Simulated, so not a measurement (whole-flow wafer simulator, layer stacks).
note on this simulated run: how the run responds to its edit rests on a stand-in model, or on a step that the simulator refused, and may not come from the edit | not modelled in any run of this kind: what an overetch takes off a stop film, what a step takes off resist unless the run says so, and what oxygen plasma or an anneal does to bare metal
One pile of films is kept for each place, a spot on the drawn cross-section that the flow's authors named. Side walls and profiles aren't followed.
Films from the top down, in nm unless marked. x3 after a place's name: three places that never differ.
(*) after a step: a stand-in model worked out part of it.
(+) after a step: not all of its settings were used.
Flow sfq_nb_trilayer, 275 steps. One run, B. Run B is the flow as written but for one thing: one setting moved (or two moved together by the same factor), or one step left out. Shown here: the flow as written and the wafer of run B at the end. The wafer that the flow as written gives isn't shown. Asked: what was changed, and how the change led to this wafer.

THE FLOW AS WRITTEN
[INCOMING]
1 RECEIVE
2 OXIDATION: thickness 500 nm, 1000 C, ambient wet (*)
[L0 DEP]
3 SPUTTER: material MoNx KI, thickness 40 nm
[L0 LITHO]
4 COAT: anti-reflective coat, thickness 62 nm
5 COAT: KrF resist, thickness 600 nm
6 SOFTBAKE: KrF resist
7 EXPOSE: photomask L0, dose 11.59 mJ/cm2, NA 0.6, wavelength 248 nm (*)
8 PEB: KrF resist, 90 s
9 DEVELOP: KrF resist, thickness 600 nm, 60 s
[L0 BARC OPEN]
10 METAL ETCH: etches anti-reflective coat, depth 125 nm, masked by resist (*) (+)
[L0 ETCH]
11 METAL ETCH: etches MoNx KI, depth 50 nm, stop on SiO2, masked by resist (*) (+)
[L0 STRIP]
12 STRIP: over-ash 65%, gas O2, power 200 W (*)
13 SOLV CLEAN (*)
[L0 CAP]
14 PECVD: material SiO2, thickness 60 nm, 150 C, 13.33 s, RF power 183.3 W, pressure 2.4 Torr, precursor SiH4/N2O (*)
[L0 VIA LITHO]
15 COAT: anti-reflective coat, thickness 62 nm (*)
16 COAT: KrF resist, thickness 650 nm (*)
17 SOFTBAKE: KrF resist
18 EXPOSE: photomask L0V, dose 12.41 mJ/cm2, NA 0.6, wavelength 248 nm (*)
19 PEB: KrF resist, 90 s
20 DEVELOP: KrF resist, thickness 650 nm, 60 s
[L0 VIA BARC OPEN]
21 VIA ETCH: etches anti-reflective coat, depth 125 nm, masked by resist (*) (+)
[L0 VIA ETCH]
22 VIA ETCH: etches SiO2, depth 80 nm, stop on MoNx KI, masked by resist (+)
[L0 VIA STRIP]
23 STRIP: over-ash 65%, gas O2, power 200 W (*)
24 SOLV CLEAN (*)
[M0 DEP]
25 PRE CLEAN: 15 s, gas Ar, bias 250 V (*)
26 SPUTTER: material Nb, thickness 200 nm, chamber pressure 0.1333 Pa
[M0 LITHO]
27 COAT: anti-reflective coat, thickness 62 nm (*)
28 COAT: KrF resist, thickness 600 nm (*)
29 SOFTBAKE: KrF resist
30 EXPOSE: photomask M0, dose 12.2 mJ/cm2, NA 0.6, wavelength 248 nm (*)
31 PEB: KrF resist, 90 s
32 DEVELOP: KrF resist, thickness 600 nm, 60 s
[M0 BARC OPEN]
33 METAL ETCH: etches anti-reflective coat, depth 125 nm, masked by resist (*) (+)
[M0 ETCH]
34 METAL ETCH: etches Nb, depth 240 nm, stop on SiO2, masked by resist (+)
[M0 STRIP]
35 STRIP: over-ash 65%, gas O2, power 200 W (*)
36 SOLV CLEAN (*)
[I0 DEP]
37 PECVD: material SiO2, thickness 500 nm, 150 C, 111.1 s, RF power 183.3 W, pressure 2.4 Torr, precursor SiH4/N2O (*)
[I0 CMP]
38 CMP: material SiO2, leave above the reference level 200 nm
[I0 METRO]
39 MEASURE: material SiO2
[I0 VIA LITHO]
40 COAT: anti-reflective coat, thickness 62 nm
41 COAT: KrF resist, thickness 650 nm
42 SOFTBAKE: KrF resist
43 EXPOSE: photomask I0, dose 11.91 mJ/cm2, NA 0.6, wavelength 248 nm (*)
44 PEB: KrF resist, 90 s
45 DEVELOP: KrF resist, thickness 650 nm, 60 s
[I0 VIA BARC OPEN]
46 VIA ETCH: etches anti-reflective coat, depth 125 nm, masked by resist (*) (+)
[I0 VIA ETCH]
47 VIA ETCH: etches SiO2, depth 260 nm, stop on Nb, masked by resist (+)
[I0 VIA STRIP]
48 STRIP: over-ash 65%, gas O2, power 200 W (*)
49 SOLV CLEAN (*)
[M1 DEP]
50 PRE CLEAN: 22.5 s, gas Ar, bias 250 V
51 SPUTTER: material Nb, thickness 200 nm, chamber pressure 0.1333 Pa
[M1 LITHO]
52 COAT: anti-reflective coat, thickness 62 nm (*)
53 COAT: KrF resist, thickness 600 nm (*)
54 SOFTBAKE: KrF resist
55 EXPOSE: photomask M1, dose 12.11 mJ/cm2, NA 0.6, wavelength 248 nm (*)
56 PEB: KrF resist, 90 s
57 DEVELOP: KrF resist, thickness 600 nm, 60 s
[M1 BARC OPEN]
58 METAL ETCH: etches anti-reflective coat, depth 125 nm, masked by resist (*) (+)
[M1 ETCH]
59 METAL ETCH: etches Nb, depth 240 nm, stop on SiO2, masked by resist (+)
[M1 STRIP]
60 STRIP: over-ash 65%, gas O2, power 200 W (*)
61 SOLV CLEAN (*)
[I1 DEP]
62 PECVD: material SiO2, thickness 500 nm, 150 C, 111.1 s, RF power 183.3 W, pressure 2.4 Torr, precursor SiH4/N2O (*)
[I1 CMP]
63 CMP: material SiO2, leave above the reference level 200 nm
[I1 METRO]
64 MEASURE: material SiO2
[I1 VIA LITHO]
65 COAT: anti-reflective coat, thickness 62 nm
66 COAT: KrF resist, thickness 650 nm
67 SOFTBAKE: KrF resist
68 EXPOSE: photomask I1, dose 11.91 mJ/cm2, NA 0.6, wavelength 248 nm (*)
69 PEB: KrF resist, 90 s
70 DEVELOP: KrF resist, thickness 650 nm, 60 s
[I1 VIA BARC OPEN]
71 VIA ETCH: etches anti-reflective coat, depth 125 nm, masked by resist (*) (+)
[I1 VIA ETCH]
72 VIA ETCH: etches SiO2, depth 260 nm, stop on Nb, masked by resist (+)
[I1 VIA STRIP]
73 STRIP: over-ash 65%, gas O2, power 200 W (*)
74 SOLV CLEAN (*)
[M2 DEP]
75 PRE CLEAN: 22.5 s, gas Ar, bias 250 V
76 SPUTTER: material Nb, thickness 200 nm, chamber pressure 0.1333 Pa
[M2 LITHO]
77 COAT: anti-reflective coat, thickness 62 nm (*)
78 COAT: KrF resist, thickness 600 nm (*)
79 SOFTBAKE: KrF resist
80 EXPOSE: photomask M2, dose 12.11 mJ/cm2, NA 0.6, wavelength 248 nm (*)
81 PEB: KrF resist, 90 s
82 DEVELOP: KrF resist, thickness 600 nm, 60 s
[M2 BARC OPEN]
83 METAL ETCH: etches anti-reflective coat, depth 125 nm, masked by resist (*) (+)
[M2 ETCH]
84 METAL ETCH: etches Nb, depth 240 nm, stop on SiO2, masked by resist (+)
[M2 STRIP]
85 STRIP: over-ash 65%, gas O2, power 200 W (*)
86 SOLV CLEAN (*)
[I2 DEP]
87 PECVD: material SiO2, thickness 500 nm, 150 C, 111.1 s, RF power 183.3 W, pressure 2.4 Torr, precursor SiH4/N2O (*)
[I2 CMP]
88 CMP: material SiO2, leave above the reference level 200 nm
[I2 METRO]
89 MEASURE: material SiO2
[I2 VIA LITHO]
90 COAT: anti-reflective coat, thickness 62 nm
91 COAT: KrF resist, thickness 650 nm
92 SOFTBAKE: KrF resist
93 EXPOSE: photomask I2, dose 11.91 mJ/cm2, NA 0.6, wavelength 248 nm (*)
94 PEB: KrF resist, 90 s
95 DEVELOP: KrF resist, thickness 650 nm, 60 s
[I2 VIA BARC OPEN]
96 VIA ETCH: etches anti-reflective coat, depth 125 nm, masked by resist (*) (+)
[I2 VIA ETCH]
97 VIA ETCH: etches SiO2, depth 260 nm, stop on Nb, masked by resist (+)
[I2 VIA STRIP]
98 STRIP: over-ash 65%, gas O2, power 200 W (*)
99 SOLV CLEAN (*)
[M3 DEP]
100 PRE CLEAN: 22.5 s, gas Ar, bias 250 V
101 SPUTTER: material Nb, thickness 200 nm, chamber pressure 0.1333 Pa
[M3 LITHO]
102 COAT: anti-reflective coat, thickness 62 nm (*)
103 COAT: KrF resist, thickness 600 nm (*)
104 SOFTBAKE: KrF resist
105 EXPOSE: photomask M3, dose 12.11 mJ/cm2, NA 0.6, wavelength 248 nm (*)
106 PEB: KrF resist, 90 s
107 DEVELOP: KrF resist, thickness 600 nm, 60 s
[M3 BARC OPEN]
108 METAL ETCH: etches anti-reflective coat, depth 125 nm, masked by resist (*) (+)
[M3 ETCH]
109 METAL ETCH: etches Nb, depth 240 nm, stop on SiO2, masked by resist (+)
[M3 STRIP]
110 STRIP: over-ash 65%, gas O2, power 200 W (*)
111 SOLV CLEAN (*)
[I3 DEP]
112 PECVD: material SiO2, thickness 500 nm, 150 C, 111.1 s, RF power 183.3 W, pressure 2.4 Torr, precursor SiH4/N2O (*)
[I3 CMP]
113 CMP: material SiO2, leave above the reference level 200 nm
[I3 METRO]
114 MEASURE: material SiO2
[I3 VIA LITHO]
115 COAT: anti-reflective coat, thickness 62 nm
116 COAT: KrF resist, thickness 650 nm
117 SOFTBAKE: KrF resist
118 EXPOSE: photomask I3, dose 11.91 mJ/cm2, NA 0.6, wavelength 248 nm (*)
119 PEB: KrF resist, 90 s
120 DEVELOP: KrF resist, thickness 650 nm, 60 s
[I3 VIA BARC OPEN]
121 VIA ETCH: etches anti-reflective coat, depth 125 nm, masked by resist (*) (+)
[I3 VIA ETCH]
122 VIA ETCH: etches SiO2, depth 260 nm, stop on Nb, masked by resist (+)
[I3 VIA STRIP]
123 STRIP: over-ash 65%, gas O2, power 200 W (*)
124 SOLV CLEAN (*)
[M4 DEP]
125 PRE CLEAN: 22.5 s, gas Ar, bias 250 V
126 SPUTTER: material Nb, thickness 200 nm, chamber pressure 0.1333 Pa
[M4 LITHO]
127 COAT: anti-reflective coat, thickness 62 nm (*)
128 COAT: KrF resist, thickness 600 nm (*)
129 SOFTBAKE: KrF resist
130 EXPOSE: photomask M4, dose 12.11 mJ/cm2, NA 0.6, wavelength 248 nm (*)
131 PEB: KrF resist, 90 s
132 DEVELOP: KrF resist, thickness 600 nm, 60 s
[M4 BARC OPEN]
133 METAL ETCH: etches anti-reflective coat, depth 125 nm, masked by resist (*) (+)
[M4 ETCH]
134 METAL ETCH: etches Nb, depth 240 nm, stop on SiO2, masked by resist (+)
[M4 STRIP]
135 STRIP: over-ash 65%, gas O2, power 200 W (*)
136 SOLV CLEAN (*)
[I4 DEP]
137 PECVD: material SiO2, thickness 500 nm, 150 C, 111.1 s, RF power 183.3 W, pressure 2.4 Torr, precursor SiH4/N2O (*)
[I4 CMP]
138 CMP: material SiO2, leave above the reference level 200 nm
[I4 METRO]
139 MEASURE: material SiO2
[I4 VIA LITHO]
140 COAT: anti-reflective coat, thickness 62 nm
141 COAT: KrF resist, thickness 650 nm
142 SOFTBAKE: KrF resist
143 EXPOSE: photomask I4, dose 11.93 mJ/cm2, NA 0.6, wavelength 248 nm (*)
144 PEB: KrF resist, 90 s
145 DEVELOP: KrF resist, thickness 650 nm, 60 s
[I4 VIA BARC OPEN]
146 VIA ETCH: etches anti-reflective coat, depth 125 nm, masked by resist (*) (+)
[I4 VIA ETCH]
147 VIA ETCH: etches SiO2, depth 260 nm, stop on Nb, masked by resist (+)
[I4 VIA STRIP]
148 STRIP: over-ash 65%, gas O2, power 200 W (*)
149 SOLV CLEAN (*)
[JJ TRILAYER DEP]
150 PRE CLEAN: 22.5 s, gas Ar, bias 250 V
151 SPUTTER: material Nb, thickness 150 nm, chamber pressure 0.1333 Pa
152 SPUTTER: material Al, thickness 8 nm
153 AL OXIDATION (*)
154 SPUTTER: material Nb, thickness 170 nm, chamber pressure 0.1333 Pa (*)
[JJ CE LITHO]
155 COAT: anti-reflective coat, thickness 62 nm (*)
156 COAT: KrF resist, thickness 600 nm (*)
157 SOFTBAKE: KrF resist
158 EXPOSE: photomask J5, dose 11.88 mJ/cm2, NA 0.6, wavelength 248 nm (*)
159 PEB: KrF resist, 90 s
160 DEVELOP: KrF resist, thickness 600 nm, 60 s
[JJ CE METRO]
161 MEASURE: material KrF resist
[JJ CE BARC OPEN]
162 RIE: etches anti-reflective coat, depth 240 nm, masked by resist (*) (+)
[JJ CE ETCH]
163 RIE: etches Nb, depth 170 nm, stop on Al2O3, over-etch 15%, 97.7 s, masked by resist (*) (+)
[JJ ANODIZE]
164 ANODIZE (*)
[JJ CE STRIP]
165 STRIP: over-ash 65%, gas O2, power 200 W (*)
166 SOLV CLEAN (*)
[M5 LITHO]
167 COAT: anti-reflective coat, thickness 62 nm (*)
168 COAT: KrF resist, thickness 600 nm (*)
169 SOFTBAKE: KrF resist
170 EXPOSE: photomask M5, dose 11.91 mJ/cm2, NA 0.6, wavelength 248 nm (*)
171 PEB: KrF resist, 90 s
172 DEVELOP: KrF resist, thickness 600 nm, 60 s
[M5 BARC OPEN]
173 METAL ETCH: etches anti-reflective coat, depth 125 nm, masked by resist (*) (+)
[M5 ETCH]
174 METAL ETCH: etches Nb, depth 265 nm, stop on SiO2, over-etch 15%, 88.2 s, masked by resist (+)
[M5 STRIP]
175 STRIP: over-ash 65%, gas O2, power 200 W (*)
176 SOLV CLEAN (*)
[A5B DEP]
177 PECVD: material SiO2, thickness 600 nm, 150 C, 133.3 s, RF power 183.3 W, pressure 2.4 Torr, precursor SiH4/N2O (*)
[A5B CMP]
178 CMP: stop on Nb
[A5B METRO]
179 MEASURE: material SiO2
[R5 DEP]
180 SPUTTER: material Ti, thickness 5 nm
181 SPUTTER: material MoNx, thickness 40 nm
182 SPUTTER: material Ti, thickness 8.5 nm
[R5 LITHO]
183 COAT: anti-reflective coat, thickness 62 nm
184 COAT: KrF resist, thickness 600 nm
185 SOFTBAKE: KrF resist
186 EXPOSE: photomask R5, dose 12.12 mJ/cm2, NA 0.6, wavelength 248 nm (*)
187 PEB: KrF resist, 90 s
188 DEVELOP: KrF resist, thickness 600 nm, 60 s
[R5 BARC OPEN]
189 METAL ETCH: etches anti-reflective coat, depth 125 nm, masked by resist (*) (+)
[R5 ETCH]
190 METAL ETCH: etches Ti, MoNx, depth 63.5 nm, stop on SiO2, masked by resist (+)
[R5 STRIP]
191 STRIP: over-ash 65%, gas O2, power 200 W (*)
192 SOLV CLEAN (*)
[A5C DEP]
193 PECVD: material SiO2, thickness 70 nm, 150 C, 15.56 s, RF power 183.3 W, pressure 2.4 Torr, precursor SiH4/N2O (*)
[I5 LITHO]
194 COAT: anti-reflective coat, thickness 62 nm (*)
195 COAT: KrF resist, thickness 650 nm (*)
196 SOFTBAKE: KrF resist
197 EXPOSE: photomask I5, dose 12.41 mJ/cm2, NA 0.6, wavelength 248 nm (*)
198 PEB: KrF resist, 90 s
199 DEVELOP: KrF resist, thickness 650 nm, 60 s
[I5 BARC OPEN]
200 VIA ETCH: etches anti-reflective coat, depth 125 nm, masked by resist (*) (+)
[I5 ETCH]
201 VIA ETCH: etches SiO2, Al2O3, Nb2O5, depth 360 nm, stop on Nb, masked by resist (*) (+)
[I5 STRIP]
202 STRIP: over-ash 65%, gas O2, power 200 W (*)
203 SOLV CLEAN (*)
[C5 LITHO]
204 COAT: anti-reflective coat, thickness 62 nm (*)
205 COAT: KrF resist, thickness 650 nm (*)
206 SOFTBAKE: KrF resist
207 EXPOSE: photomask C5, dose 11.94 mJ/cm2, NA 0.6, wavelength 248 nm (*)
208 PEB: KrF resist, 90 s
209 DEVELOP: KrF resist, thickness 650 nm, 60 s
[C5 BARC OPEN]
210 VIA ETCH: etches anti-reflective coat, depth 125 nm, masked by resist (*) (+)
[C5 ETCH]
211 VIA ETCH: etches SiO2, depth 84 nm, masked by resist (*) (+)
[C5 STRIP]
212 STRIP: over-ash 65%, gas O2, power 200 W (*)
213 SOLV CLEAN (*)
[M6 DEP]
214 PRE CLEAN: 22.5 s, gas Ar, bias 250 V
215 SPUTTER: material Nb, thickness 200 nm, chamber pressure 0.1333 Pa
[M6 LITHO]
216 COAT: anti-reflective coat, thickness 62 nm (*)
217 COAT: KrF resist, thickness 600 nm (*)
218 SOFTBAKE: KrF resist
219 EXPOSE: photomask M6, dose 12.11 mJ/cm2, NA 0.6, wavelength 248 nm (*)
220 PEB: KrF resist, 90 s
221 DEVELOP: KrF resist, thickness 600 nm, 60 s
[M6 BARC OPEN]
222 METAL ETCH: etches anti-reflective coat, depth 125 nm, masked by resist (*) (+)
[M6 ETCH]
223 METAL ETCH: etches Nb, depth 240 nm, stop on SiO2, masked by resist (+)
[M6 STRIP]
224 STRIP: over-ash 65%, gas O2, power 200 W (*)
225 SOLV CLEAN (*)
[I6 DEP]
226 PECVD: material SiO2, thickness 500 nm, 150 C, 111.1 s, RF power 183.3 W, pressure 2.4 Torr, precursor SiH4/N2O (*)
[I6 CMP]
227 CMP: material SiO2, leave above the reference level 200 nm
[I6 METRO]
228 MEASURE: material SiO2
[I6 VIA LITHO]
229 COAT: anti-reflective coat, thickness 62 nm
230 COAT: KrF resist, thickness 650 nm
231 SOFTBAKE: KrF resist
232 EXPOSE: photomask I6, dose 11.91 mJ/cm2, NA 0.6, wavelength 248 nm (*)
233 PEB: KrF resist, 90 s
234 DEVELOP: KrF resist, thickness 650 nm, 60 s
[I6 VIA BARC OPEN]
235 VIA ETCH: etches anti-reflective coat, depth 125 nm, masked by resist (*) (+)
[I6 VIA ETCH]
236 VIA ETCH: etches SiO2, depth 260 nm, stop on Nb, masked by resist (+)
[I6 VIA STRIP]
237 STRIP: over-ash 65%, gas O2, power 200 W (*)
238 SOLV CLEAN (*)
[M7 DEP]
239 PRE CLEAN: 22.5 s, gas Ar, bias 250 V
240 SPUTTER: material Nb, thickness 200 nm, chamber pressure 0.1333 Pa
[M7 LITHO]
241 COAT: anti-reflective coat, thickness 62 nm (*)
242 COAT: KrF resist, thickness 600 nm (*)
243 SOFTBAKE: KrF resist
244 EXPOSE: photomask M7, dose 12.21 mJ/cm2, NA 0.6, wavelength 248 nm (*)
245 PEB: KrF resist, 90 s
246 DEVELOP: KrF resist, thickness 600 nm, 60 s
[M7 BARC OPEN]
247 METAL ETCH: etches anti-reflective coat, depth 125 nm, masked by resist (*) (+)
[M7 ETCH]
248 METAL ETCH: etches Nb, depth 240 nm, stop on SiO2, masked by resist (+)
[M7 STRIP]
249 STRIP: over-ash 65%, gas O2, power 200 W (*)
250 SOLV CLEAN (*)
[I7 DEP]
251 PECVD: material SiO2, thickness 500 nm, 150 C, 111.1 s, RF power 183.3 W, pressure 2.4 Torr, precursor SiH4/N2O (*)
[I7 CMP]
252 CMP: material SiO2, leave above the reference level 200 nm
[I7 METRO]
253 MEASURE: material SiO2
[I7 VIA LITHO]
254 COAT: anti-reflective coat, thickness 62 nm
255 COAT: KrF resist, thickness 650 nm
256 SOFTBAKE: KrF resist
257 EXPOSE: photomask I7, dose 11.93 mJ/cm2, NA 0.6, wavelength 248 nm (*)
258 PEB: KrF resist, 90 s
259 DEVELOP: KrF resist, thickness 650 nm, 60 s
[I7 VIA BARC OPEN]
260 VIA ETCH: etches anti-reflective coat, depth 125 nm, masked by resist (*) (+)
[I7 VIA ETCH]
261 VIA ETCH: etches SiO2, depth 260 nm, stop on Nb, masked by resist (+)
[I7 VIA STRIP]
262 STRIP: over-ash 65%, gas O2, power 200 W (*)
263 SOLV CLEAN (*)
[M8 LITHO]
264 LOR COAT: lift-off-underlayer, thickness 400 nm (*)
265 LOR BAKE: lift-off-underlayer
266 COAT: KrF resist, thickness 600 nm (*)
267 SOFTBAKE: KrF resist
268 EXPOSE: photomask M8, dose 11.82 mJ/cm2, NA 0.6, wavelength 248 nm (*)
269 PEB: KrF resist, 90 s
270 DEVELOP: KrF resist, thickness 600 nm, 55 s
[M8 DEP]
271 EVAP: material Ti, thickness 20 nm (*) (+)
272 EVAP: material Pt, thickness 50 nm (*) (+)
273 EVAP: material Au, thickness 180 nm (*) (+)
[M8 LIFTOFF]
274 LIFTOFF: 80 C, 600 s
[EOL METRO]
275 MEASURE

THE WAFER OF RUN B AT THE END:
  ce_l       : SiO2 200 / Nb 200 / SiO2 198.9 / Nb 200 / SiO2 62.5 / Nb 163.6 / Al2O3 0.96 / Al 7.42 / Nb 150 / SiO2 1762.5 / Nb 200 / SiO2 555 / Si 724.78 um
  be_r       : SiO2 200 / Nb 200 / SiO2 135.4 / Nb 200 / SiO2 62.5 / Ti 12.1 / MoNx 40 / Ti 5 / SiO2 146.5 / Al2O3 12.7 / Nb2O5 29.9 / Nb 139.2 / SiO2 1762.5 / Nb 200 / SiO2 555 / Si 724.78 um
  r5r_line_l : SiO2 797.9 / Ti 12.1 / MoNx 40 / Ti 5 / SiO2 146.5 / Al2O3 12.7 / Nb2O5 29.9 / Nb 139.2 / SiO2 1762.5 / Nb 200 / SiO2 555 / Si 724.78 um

The cause: step 182, SPUTTER: thickness 12.1 nm was run, where the flow has thickness 8.5 nm.
It can be read off the wafer: be_r has Ti 12.1, and step 182 as written asks for 8.5 nm.

How the change led to this, step by step:
  182 SPUTTER: material Ti, thickness 8.5 nm
      field_l, v_sur, via_wl and 103 more: Ti +12.1 (new film) (as written it would be: Ti +8.5 (new film))
  190 METAL ETCH: etches Ti, MoNx, depth 63.5 nm, stop on SiO2, masked by resist (+)
      field_l, v_sur, via_wl and 92 more: Ti -12.1 (all of it), MoNx -40 (all of it), Ti -5 (all of it) (as written it would be: Ti -8.5 (all of it), MoNx -40 (all of it), Ti -5 (all of it))
      ce_l, c5j, ce_r, wl_jj: Ti -12.1 (all of it), MoNx -40 (all of it), Ti -5 (all of it), Nb -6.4 (as written it would be: Ti -8.5 (all of it), MoNx -40 (all of it), Ti -5 (all of it), Nb -10)
  194 COAT: anti-reflective coat, thickness 62 nm (*)
      ce_l: anti-reflective coat +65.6 (new film) (as written it would be: anti-reflective coat +67.2 (new film))
      ce_r: anti-reflective coat +66.3 (new film) (as written it would be: anti-reflective coat +68.1 (new film))
  202 STRIP: over-ash 65%, gas O2, power 200 W (*)
      ce_l: KrF resist -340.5 (all of it), anti-reflective coat -65.6 (all of it) (as written it would be: KrF resist -341.5 (all of it), anti-reflective coat -67.2 (all of it))
      ce_r: KrF resist -345.6 (all of it), anti-reflective coat -66.3 (all of it) (as written it would be: KrF resist -346.1 (all of it), anti-reflective coat -68.1 (all of it))
  204 COAT: anti-reflective coat, thickness 62 nm (*)
      ce_l: anti-reflective coat +64.4 (new film) (as written it would be: anti-reflective coat +66 (new film))
      ce_r: anti-reflective coat +65.4 (new film) (as written it would be: anti-reflective coat +67.2 (new film))
  212 STRIP: over-ash 65%, gas O2, power 200 W (*)
      ce_l: KrF resist -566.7 (all of it), anti-reflective coat -64.4 (all of it) (as written it would be: KrF resist -567.4 (all of it), anti-reflective coat -66 (all of it))
      ce_r: KrF resist -573.6 (all of it), anti-reflective coat -65.4 (all of it) (as written it would be: KrF resist -573.7 (all of it), anti-reflective coat -67.2 (all of it))
  216 COAT: anti-reflective coat, thickness 62 nm (*)
      r5r_spacepad_l, r5r_spacepad_r: anti-reflective coat +87.5 (new film) (as written it would be: anti-reflective coat +85.7 (new film))
      ce_l: anti-reflective coat +46.9 (new film) (as written it would be: anti-reflective coat +48 (new film))
      (and at 2 more places)
  222 METAL ETCH: etches anti-reflective coat, depth 125 nm, masked by resist (*) (+)
      r5r_spacepad_l, r5r_spacepad_r: anti-reflective coat -87.5 (all of it) (as written it would be: anti-reflective coat -85.7 (all of it))
  224 STRIP: over-ash 65%, gas O2, power 200 W (*)
      ce_l: KrF resist -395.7 (all of it), anti-reflective coat -46.9 (all of it) (as written it would be: KrF resist -397.1 (all of it), anti-reflective coat -48 (all of it))
      ce_r: KrF resist -402.6 (all of it), anti-reflective coat -47.6 (all of it) (as written it would be: KrF resist -403.5 (all of it), anti-reflective coat -48.8 (all of it))
      (and at 1 more place)
  227 CMP: material SiO2, leave above the reference level 200 nm
      r5r_line_l, r5r_spacepad_l, r5r_spacepad_r, r5r_line_c, r5r_line_r: SiO2 -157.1 (as written it would be: SiO2 -153.5)
